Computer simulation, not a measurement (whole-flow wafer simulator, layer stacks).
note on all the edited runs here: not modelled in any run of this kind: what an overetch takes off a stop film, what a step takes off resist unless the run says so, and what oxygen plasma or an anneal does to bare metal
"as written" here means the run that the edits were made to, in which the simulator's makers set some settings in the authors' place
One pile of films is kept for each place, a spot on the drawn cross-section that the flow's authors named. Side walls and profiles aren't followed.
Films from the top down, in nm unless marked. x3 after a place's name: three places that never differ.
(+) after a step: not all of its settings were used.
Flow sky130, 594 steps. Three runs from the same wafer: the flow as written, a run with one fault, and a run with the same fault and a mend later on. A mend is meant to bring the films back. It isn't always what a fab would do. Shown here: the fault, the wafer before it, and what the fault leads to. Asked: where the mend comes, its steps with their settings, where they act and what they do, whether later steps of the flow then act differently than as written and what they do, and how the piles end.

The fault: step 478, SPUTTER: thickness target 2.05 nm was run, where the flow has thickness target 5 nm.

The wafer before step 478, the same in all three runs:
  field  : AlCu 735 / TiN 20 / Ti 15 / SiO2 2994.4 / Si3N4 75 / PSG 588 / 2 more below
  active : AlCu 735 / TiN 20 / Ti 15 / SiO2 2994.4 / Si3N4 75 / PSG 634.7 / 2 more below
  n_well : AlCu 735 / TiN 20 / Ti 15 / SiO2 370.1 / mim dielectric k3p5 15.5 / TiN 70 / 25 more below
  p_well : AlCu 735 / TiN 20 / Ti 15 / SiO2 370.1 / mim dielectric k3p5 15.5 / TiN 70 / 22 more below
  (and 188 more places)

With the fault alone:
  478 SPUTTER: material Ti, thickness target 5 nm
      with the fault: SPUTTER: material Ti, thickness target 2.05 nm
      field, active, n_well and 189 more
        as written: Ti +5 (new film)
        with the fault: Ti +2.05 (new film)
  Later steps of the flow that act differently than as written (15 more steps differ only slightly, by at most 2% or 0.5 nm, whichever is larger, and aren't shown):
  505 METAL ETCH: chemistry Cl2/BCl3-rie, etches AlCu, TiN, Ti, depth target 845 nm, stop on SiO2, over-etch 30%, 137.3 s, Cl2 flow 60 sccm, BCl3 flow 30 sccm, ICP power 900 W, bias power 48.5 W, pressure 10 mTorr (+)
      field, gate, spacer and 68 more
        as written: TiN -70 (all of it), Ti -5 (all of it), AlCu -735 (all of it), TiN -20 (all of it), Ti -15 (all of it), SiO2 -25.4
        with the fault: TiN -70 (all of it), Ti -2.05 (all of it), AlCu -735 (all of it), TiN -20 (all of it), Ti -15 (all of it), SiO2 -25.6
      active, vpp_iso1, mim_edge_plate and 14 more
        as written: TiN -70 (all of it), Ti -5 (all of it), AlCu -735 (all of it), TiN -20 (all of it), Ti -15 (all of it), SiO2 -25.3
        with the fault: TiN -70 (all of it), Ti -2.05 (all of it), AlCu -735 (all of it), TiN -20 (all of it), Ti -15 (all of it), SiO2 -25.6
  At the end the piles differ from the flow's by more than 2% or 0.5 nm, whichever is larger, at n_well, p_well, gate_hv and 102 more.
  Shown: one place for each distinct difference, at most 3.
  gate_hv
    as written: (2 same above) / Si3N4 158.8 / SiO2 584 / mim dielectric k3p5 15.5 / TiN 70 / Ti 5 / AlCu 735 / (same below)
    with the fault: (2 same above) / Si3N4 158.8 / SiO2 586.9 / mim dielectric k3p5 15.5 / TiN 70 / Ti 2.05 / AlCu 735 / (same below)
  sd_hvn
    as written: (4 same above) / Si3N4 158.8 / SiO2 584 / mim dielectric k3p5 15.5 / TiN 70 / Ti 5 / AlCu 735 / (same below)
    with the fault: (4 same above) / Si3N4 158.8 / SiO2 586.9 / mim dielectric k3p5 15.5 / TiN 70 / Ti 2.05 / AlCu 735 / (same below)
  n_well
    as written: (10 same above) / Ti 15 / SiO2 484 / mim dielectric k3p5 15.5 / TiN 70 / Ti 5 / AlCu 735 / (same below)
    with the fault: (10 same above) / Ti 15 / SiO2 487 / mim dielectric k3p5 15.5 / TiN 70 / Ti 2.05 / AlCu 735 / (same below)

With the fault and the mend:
  The mend comes after step 478.
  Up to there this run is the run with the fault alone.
  478a SPUTTER: material Ti, thickness target 2.95 nm (the flow's step 478 once more, with other settings)
      field, active, n_well and 189 more
        Ti +2.95
  No later step of the flow acts differently than as written at any place that is followed.
  At the end the piles are the same as the flow's at every place that both follow.
